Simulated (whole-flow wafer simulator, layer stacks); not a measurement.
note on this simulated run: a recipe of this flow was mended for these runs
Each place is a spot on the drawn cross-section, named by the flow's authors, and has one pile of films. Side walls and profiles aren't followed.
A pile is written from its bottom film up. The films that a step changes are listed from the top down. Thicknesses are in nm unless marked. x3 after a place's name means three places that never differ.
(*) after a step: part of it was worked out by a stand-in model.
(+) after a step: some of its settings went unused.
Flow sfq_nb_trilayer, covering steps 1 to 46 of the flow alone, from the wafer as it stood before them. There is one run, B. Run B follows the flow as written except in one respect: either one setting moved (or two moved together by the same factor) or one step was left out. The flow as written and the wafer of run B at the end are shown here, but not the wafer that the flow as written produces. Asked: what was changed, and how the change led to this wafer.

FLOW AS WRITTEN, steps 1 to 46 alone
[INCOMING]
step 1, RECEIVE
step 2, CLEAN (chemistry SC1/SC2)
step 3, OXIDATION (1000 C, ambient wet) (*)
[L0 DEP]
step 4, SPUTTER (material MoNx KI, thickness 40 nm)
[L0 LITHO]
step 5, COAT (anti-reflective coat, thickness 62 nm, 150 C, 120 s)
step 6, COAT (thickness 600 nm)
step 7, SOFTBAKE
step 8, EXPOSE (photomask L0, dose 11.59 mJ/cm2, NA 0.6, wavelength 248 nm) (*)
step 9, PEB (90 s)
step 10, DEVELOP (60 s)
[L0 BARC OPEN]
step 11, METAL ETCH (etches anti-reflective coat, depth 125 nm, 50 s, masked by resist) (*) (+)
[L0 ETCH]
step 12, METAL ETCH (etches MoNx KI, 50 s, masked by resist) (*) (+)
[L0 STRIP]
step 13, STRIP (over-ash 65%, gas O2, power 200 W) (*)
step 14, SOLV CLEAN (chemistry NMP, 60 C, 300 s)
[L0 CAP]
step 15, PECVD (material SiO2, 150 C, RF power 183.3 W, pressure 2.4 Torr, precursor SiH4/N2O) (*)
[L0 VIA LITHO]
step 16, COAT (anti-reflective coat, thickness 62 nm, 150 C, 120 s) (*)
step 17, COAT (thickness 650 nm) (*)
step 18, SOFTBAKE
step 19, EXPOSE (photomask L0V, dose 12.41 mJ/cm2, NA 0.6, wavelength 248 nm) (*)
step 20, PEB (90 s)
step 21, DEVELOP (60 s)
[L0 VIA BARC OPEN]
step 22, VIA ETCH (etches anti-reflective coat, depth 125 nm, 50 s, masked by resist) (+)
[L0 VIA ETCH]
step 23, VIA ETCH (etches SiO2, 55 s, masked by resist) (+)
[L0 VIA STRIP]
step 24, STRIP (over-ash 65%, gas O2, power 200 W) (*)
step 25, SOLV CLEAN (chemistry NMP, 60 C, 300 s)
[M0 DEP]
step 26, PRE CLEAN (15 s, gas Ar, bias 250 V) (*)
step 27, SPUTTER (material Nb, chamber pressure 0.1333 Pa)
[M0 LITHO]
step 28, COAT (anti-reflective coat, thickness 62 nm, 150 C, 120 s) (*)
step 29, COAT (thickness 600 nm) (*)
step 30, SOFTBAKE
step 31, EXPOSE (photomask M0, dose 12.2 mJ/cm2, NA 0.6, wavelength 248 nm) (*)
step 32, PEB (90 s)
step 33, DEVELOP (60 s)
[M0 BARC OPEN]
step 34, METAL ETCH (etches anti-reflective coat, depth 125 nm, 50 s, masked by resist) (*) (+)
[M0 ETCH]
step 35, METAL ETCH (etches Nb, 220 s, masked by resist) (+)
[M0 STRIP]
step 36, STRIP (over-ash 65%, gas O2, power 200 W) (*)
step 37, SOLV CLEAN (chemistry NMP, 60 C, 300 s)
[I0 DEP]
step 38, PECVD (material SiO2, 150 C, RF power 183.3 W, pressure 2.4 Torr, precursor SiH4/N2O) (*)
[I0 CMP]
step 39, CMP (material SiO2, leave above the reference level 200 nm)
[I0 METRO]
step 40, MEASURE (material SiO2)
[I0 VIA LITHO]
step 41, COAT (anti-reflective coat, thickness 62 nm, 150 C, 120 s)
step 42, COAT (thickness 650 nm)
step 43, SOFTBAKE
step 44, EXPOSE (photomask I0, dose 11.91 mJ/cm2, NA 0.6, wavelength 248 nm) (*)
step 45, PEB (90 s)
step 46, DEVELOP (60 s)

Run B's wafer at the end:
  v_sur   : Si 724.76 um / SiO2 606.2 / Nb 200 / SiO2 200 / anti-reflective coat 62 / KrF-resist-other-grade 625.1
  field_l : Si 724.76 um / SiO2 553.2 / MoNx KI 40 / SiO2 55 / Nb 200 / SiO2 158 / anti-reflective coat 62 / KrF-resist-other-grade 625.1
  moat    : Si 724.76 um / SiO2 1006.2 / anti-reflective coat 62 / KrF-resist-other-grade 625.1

Cause: step 3, OXIDATION: 1016 C was run, whereas the flow has 1000 C.

The path from the change to this, step by step:
  step 3, OXIDATION (1000 C, ambient wet) (*)
      field_l, v_sur, via_wl and 103 more: +553.2 SiO2 (new film), -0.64 chemical SiO2 (all of it), -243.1 Si (it would be, as written: +500 SiO2 (new film), -0.64 chemical SiO2 (all of it), -219.7 Si)
